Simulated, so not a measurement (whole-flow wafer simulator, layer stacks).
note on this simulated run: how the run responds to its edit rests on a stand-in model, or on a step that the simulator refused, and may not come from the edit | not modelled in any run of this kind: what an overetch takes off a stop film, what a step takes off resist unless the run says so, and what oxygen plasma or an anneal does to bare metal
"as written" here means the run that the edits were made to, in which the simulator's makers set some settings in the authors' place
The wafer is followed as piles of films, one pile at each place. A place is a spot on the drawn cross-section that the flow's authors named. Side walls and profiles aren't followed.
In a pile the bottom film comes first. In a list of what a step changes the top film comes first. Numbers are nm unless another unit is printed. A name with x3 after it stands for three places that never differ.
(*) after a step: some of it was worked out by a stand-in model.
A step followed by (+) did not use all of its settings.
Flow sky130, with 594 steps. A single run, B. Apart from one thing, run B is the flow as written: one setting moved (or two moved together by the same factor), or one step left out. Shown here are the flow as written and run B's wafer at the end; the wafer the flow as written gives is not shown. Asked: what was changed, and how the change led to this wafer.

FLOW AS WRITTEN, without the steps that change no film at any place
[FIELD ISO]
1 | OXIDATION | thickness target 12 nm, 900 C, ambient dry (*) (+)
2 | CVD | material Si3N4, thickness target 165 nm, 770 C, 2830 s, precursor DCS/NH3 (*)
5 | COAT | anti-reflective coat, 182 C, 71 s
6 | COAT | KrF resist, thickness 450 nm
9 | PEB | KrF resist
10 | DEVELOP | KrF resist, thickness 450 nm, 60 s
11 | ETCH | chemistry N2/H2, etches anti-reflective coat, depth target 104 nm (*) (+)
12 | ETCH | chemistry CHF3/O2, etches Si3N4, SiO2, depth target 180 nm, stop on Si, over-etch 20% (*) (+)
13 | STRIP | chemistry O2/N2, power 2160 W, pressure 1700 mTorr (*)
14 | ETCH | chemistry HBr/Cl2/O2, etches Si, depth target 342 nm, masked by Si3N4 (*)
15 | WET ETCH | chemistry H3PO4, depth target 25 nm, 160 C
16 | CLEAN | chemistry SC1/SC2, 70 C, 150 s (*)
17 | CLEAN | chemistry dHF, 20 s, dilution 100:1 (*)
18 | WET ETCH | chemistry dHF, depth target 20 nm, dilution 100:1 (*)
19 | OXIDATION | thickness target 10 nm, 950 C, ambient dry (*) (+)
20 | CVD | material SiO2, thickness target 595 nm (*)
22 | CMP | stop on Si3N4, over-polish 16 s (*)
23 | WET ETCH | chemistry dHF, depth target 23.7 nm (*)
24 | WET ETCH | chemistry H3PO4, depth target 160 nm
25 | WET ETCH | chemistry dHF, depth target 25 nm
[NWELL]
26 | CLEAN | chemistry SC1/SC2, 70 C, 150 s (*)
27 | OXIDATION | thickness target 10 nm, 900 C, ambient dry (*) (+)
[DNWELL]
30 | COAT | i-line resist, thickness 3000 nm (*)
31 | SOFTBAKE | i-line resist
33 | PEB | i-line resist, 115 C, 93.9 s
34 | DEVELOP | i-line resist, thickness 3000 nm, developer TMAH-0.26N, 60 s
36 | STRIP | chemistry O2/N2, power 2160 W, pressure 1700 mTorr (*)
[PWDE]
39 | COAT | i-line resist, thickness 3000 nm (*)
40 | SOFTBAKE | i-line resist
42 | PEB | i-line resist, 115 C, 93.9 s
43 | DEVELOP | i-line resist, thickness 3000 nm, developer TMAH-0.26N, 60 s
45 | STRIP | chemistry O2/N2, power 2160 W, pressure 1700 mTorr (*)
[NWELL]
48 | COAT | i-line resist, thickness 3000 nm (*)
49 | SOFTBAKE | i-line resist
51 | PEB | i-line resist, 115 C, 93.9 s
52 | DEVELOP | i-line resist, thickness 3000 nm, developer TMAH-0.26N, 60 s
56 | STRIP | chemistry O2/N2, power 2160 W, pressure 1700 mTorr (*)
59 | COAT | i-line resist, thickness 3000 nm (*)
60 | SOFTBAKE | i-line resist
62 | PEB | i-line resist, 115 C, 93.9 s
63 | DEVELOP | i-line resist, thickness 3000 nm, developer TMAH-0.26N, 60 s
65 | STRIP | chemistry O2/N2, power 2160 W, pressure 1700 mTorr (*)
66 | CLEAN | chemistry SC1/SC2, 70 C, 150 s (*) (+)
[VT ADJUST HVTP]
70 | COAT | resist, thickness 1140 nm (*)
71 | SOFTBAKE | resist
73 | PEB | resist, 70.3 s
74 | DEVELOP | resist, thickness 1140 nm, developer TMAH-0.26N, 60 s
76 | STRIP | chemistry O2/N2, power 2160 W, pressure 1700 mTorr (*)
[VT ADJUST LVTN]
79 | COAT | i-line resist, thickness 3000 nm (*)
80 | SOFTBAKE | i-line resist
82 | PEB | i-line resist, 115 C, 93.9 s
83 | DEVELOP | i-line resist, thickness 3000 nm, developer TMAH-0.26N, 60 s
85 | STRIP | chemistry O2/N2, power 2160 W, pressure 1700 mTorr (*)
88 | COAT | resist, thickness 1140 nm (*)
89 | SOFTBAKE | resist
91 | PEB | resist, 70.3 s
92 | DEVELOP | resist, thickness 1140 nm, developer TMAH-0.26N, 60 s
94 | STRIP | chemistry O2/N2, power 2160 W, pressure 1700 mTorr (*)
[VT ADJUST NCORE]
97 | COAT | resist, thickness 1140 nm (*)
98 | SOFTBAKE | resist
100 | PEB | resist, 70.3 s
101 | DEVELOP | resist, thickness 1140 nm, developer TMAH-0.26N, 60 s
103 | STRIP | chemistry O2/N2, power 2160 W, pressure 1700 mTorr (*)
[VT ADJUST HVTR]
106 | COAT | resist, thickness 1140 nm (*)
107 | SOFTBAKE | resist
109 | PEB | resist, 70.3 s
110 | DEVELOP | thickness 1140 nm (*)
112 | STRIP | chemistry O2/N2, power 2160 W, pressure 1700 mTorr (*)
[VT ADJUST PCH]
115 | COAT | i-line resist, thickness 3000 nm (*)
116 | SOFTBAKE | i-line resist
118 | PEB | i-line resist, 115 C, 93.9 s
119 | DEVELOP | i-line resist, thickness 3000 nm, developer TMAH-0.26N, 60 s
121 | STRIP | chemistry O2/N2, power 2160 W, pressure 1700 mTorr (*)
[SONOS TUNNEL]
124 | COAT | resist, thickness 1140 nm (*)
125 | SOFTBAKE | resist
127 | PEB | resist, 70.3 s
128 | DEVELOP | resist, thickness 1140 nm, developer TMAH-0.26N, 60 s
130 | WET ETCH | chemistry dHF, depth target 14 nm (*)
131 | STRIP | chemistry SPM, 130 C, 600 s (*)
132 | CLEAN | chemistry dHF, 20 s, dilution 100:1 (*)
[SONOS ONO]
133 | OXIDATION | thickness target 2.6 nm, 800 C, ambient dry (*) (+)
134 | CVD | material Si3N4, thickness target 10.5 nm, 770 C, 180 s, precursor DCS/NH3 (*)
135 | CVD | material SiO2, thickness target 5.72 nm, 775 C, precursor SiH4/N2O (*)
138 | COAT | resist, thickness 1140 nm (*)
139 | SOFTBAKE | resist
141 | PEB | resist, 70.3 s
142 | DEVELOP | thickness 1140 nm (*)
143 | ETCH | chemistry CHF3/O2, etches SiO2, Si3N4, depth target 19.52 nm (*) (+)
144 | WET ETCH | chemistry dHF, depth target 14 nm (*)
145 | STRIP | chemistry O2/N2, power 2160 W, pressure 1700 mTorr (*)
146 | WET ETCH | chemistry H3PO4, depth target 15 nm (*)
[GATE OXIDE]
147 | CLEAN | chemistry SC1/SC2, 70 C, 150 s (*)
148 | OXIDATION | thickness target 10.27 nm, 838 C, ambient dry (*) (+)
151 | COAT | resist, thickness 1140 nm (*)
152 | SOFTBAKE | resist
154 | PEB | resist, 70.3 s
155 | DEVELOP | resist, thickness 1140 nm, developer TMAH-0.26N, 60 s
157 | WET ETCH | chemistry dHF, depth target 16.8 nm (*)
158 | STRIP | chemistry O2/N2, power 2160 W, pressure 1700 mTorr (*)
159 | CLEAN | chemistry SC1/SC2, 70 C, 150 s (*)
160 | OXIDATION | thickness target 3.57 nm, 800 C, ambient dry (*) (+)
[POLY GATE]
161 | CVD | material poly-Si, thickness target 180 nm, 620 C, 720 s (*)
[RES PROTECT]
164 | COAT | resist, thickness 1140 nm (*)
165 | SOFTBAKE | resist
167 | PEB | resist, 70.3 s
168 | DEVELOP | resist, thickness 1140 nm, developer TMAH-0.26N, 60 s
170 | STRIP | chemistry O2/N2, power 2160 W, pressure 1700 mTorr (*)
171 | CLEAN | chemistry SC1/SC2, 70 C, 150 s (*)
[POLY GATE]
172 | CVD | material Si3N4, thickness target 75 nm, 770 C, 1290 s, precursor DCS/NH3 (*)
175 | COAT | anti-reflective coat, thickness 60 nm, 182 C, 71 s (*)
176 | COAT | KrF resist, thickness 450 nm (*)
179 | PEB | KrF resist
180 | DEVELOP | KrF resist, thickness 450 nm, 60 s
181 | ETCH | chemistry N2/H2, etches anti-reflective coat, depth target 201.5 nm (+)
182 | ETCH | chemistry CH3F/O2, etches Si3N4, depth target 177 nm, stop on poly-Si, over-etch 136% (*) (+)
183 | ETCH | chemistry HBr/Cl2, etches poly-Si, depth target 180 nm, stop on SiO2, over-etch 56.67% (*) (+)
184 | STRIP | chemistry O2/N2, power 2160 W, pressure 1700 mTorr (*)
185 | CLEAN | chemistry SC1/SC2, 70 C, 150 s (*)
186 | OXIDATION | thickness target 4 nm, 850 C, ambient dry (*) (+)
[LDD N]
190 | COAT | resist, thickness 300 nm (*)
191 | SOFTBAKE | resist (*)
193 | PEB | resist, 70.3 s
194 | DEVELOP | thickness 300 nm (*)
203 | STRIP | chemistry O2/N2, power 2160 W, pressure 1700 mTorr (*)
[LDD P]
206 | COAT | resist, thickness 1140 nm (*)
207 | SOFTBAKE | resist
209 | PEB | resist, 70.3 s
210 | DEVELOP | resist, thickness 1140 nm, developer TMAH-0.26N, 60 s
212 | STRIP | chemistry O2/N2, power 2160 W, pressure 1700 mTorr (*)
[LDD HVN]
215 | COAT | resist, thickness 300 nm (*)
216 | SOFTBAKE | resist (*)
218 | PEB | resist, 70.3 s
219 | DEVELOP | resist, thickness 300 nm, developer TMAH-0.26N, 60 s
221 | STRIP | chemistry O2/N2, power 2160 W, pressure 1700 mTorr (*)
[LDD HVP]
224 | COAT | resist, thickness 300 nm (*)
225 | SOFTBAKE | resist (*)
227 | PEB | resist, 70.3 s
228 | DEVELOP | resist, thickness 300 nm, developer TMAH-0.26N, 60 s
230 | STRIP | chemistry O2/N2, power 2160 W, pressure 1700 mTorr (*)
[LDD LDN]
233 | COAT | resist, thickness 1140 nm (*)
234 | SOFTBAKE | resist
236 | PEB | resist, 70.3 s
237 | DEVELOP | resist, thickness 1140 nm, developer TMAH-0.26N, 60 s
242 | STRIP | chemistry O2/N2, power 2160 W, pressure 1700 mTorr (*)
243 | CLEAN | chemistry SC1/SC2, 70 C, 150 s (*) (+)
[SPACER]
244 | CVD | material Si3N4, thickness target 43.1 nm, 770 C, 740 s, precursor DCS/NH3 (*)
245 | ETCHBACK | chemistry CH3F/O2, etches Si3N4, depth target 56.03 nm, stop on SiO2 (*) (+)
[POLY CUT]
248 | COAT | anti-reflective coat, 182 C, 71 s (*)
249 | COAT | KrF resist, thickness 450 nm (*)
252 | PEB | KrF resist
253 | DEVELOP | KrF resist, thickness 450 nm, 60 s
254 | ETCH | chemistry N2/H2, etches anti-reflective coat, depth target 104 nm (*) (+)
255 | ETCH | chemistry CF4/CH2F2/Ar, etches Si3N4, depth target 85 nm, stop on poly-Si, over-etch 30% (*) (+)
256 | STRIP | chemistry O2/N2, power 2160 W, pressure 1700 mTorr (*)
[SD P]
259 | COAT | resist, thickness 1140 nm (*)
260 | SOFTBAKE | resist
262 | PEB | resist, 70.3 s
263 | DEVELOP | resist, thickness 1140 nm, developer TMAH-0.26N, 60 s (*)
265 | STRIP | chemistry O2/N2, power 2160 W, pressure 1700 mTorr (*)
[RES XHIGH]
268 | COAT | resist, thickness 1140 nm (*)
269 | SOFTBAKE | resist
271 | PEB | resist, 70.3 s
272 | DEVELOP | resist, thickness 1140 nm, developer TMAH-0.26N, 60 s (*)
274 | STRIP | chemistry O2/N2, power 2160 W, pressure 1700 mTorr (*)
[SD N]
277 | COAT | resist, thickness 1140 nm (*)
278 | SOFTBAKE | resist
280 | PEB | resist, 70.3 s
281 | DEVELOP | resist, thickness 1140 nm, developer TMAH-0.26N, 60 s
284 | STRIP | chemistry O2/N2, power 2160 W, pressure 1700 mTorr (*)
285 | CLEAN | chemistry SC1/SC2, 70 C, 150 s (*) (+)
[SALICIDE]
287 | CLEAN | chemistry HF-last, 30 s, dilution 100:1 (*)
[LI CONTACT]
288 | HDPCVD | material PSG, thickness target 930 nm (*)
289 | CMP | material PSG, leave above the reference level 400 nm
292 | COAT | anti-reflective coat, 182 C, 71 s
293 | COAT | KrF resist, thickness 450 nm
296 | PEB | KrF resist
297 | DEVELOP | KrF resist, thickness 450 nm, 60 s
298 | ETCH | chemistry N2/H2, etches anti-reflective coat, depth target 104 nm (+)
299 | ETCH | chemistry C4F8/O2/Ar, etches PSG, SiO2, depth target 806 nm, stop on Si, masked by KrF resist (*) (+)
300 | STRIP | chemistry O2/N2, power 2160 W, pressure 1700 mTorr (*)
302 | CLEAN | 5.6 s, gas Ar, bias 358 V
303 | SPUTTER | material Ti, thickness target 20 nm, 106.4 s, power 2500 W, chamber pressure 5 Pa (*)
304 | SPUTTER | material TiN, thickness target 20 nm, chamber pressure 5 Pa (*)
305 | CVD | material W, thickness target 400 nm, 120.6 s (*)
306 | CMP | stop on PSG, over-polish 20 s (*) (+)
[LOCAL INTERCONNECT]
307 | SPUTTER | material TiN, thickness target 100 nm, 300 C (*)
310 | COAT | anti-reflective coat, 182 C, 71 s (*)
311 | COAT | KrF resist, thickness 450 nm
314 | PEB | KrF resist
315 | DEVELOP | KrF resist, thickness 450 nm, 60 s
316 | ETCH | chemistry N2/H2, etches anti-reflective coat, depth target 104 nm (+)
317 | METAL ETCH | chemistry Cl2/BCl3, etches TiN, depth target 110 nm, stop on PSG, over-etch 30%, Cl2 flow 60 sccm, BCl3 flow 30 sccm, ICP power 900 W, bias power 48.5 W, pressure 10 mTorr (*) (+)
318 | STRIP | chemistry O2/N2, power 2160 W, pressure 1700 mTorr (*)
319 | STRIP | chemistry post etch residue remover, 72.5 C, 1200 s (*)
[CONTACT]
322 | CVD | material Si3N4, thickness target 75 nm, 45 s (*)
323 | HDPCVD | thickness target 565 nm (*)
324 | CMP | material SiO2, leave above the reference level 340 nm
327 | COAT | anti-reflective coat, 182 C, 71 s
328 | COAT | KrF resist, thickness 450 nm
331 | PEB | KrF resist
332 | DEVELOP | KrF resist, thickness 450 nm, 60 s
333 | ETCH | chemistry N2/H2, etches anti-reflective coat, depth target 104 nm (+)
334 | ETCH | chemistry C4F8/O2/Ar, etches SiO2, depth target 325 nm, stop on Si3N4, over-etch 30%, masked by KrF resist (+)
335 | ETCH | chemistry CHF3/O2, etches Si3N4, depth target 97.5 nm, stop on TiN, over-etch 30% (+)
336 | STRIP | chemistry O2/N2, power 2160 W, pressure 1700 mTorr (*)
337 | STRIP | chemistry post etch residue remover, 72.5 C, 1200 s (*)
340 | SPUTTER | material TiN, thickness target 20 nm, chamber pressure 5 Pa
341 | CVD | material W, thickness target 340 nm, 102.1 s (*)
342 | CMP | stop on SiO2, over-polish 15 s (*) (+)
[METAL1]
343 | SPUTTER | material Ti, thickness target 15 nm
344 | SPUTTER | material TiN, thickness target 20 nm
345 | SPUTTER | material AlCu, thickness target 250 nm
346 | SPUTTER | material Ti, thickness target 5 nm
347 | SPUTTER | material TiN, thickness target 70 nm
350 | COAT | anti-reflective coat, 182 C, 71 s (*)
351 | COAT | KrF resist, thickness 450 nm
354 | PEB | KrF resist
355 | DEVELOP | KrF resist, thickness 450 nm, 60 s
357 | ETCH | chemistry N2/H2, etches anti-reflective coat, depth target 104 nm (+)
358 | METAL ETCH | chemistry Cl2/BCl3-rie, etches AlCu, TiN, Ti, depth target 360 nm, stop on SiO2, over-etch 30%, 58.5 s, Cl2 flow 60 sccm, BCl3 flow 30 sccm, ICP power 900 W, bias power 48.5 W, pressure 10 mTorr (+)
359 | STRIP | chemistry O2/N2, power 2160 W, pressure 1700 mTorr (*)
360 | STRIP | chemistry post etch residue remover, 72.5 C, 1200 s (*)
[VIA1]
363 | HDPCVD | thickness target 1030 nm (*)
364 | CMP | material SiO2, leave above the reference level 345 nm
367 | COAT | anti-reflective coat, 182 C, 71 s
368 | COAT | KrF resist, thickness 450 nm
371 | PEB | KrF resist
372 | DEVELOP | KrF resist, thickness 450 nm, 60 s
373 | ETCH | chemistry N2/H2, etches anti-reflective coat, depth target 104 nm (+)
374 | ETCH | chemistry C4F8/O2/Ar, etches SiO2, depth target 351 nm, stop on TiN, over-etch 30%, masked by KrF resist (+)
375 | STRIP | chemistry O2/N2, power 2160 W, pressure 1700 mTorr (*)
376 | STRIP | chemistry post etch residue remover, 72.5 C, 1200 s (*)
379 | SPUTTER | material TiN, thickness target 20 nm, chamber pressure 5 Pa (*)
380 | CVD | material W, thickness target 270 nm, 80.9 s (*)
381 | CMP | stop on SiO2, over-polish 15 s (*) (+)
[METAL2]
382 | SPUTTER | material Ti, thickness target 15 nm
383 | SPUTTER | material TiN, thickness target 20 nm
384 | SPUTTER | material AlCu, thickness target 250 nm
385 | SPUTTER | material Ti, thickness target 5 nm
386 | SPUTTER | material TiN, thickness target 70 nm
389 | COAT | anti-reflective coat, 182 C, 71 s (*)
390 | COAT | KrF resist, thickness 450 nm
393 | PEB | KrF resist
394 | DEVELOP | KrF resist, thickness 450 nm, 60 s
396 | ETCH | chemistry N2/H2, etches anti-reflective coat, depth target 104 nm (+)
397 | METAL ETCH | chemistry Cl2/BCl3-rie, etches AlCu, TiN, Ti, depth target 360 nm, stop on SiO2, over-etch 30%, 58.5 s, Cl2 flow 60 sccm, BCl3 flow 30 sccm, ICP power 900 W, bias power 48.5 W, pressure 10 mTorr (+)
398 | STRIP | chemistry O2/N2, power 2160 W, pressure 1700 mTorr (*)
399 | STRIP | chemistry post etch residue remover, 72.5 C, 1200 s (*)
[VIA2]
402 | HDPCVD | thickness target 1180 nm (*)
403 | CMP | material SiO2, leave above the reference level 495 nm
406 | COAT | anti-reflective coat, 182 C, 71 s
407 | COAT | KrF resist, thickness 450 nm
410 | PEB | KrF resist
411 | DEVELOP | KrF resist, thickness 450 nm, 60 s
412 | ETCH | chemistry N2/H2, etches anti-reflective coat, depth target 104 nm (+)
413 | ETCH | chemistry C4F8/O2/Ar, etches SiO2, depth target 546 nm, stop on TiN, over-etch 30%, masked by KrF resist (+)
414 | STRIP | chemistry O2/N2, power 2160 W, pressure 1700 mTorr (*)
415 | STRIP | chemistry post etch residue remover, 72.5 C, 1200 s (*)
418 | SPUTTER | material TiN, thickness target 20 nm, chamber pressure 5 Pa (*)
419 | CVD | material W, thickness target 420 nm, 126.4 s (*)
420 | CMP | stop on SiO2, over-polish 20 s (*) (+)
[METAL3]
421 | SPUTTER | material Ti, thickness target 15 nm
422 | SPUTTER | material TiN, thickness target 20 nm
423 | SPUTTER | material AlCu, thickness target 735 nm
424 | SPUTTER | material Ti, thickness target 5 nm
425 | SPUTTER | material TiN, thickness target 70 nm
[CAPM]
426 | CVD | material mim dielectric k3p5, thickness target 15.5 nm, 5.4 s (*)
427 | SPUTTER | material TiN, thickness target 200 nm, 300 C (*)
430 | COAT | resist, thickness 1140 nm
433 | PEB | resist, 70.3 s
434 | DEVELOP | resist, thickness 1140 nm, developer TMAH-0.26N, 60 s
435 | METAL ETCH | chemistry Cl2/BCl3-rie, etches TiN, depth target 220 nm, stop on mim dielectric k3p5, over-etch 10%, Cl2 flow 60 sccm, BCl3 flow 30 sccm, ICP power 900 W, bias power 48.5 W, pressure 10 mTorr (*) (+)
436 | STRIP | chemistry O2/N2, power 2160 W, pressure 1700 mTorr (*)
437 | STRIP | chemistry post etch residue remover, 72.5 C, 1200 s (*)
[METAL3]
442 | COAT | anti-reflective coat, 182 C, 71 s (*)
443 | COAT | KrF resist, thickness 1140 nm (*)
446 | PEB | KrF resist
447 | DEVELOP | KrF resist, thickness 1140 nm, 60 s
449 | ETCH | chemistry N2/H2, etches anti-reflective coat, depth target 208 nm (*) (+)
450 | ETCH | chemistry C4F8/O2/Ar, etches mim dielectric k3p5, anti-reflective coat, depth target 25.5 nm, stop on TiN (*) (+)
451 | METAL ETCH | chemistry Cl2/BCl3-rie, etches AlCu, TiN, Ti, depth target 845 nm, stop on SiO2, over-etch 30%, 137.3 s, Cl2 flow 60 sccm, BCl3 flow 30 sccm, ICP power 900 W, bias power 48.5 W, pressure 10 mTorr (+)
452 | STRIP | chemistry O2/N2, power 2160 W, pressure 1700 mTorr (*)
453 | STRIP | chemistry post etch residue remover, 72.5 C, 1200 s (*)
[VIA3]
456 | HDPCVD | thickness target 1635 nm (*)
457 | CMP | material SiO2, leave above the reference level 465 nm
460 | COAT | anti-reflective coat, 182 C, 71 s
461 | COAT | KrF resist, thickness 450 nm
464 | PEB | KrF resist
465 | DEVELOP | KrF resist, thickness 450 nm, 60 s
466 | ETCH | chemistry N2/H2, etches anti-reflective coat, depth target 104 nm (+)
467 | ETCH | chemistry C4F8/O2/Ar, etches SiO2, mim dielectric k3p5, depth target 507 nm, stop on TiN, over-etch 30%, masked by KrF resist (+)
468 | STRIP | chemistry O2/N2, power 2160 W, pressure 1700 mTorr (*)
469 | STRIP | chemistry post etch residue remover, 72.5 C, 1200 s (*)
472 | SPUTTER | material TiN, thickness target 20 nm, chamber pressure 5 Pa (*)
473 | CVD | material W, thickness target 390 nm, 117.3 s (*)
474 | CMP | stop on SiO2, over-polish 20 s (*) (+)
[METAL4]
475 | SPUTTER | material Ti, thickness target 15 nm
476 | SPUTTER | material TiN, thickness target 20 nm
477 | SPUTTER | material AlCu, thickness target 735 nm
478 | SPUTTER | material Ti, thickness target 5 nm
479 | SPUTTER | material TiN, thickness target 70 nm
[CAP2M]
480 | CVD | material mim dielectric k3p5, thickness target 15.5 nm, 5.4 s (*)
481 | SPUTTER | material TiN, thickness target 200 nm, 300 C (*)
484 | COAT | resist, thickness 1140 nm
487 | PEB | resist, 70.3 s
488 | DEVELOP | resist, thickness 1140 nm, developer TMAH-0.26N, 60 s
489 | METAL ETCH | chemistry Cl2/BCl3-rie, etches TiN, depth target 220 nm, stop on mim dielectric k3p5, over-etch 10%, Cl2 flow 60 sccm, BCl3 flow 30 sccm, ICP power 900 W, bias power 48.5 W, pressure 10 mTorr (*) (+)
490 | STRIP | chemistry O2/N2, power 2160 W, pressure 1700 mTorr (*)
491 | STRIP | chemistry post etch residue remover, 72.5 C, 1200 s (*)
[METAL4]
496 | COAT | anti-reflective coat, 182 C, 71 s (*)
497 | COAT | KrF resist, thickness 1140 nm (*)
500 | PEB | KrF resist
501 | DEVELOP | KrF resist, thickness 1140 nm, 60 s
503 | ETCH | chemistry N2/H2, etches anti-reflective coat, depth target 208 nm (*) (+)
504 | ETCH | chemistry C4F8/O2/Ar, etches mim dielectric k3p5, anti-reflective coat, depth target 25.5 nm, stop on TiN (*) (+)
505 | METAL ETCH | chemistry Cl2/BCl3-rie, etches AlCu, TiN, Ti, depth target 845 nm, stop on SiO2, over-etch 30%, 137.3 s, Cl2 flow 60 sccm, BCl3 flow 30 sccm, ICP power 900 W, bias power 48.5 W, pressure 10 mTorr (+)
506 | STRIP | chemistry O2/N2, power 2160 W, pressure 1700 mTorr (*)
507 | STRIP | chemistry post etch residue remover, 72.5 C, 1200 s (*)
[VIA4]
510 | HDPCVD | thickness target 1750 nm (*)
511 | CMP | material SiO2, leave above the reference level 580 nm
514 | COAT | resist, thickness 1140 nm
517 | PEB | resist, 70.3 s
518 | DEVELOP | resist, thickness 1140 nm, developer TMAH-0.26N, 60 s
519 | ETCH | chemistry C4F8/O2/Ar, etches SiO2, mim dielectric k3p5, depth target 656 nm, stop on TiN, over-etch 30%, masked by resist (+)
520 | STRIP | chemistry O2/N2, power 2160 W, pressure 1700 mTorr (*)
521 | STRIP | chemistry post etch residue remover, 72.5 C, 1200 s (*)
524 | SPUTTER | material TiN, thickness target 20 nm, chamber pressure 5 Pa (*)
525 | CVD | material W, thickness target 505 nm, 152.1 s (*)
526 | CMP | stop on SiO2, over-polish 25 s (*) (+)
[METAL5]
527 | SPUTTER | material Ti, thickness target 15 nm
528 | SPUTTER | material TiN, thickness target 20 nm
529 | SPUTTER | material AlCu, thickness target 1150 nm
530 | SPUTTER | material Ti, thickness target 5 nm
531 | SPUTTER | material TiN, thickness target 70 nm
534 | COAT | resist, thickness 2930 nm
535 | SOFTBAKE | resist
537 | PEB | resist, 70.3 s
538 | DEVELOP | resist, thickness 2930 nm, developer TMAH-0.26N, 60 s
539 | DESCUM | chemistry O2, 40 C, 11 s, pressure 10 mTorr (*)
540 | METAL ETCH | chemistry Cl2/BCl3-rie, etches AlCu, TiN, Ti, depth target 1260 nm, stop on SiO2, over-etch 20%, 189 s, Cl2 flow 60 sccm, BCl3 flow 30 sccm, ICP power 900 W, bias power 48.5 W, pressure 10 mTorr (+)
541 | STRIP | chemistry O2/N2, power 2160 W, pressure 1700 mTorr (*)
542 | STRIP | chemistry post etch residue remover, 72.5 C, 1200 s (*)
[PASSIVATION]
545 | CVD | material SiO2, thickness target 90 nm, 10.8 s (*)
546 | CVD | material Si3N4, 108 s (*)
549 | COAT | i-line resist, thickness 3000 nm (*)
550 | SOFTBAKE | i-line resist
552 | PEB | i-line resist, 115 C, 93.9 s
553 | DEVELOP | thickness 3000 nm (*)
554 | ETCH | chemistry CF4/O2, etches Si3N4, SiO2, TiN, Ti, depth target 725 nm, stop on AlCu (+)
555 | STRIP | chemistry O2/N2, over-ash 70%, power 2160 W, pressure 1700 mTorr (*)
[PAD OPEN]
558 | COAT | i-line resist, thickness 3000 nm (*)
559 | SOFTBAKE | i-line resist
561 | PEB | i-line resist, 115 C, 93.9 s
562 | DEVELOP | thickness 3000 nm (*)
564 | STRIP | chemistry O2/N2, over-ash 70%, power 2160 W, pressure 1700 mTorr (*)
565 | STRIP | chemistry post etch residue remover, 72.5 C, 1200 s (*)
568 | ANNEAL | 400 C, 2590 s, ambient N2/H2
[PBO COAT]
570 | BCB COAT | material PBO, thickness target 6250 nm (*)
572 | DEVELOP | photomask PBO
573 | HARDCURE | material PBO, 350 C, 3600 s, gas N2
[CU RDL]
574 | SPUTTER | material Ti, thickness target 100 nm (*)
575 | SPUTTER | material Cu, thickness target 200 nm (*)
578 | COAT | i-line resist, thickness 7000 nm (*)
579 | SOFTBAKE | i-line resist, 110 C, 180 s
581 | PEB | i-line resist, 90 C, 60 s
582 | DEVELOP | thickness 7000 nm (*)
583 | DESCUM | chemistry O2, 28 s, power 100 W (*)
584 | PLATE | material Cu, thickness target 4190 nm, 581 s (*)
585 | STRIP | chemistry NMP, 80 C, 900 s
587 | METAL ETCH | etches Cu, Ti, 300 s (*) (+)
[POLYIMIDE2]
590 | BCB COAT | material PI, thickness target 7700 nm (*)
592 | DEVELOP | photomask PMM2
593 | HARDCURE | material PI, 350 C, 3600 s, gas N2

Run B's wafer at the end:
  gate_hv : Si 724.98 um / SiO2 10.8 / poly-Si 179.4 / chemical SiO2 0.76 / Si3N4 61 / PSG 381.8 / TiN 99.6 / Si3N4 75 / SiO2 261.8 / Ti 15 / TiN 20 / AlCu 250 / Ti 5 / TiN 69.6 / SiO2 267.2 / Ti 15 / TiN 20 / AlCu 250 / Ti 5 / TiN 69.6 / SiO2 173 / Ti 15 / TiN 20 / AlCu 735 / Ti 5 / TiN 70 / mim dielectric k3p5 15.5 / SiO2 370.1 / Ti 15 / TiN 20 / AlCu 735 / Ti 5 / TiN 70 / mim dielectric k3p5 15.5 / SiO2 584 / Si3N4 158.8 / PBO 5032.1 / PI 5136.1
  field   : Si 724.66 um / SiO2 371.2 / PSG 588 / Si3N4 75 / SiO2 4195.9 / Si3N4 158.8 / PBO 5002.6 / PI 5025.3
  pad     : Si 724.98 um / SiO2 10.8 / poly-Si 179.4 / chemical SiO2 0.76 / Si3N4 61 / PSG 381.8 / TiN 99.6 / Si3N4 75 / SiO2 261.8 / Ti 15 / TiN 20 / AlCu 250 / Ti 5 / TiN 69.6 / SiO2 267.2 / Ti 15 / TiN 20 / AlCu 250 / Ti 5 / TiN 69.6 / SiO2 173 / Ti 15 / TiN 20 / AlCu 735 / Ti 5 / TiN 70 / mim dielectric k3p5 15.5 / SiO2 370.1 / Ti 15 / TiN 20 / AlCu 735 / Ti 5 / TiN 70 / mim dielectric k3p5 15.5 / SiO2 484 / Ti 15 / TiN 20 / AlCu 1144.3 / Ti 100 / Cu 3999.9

The reason: step 403, CMP: leave above the reference level 252 nm was run, though the flow has leave above the reference level 495 nm.

Step by step, how the change led to this:
  403 | CMP | material SiO2, leave above the reference level 495 nm
      n_well, p_well, gate_hv and 101 more: -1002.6 SiO2 (as written it would have been: -759.6 SiO2)
      field, active, gate and 82 more: -632.1 SiO2 (as written it would have been: -389.1 SiO2)
      (as well as at 2 more places)
  413 | ETCH | chemistry C4F8/O2/Ar, etches SiO2, depth target 546 nm, stop on TiN, over-etch 30%, masked by KrF resist (+)
      field, active, n_well and 186 more: -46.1 KrF resist (as written it would have been: -109.2 KrF resist)
      m1: -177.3 SiO2 (all of it) (as written it would have been: -420.3 SiO2 (all of it))
      (as well as at 1 more place)
  414 | STRIP | chemistry O2/N2, power 2160 W, pressure 1700 mTorr (*)
      field, active, n_well and 186 more: -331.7 KrF resist (all of it), -80 anti-reflective coat (all of it) (as written it would have been: -268.6 KrF resist (all of it), -80 anti-reflective coat (all of it))
  418 | SPUTTER | material TiN, thickness target 20 nm, chamber pressure 5 Pa (*)
      m1, via2_hole: +14 TiN (as written it would have been: +10.2 TiN)
  419 | CVD | material W, thickness target 420 nm, 126.4 s (*)
      m1: +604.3 W (new film) (as written it would have been: +851.1 W (new film))
      via2_hole: +603.8 W (new film) (as written it would have been: +850.7 W (new film))
